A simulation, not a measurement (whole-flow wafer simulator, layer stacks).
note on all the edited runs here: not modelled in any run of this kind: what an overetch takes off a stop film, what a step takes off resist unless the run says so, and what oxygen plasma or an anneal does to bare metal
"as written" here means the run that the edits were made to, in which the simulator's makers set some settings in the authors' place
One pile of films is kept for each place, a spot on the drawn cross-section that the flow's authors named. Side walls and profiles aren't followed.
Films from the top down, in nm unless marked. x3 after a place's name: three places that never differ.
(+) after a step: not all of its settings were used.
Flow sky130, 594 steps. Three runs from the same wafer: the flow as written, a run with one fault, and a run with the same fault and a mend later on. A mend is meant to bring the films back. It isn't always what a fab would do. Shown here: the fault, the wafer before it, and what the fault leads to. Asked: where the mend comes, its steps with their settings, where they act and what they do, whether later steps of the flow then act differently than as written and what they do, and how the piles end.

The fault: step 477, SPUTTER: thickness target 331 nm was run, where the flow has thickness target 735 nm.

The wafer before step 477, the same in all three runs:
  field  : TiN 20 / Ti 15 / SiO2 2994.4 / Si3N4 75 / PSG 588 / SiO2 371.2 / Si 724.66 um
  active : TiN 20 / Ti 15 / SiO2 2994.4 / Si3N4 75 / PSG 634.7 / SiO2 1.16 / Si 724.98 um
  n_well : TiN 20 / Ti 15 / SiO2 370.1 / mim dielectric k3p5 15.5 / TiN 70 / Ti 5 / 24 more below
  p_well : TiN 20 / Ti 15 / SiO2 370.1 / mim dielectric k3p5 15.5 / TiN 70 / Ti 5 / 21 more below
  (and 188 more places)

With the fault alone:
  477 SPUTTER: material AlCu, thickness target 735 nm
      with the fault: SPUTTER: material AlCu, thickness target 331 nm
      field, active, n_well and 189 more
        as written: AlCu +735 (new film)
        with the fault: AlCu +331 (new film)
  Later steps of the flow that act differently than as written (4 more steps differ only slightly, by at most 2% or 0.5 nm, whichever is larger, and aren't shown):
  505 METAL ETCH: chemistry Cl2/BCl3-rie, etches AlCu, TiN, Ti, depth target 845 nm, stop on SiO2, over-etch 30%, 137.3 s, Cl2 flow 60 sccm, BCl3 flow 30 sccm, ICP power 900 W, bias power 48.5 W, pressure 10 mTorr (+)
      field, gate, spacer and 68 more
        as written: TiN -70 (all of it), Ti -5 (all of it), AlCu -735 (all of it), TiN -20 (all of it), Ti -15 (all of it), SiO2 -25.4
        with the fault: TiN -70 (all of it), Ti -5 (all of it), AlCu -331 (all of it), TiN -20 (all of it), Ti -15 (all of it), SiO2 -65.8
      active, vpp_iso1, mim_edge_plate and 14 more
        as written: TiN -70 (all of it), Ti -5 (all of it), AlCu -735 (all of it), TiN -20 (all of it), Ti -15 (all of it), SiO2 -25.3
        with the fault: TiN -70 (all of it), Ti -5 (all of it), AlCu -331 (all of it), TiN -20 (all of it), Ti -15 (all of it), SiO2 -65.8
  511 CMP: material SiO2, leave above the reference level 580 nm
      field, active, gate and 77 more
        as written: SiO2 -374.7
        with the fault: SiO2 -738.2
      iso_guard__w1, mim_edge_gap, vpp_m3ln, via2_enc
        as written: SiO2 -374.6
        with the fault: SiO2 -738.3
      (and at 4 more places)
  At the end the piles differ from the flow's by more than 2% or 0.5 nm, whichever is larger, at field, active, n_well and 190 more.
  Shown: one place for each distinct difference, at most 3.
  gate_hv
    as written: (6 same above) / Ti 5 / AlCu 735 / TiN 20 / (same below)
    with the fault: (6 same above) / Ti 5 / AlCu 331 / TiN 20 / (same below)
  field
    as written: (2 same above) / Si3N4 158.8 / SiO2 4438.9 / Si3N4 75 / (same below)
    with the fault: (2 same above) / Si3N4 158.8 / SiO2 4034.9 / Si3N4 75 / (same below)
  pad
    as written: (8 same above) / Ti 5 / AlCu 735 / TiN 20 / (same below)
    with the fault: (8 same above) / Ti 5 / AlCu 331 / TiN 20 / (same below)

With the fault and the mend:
  The mend comes after step 477.
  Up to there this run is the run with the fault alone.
  477a SPUTTER: material AlCu, thickness target 404 nm (the flow's step 477 once more, with other settings)
      field, active, n_well and 189 more
        AlCu +404
  No later step of the flow acts differently than as written at any place that is followed.
  At the end the piles are the same as the flow's at every place that both follow.
